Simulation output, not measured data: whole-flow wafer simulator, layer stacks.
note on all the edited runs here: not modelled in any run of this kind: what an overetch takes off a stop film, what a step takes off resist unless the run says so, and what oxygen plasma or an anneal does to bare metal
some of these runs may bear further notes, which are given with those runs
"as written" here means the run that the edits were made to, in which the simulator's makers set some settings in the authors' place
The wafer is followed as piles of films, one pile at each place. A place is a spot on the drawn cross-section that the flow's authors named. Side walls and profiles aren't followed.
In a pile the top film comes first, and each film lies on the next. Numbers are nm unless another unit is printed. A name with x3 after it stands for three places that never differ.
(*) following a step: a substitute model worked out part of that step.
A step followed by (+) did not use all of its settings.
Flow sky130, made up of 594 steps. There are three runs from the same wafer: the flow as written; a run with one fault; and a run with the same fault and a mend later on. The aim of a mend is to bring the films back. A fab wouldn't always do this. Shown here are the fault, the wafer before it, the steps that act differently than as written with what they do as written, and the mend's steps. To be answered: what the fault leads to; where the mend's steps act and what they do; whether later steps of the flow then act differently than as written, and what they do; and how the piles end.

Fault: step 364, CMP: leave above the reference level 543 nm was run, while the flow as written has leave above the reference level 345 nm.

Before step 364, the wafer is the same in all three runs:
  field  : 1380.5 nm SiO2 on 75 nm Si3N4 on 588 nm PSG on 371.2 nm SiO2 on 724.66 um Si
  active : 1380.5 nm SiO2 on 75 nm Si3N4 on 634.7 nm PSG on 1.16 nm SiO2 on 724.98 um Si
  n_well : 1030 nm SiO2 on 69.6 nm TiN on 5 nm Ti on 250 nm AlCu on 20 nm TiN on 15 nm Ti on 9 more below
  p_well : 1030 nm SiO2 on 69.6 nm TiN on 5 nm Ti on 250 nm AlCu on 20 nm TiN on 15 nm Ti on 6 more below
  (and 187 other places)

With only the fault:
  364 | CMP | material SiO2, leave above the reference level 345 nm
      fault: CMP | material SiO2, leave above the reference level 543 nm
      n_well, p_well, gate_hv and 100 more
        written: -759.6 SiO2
        fault: -561.6 SiO2
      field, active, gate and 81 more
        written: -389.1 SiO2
        fault: -191.1 SiO2
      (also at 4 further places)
  Steps further on in the flow that do not act as written (12 other steps are not shown; they differ only slightly, by no more than 2% or 0.5 nm, whichever is larger):
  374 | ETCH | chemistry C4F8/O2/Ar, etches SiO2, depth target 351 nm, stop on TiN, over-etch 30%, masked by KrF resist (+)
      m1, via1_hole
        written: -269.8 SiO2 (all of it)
        fault: -351 SiO2
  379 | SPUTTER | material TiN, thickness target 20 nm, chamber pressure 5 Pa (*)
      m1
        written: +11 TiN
        fault: +9.52 TiN (new film)
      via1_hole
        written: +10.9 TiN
        fault: +9.52 TiN (new film)
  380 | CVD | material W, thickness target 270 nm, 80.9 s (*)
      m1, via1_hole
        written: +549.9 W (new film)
        fault: +632.1 W (new film)
  At field, active, n_well and 190 more, the piles at the end differ from the flow's by more than 2% or 0.5 nm, whichever is larger.
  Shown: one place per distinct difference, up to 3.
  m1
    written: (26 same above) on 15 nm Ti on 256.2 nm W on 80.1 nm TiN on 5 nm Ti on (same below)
    fault: (26 same above) on 15 nm Ti on 338.4 nm W on 9.52 nm TiN on 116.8 nm SiO2 on 69.6 nm TiN on 5 nm Ti on (same below)
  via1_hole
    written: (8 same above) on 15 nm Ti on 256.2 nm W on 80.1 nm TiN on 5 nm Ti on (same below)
    fault: (8 same above) on 15 nm Ti on 338.4 nm W on 9.52 nm TiN on 116.8 nm SiO2 on 69.6 nm TiN on 5 nm Ti on (same below)
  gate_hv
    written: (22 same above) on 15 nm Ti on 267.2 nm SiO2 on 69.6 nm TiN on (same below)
    fault: (22 same above) on 15 nm Ti on 465.2 nm SiO2 on 69.6 nm TiN on (same below)

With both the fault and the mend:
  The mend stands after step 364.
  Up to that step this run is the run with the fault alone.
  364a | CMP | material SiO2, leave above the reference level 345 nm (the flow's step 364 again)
      field, active, n_well and 188 more
        -198 SiO2
  None of the later steps of the flow acts differently than as written at any place that is followed.
  The piles end the same as the flow's at every place that both follow.
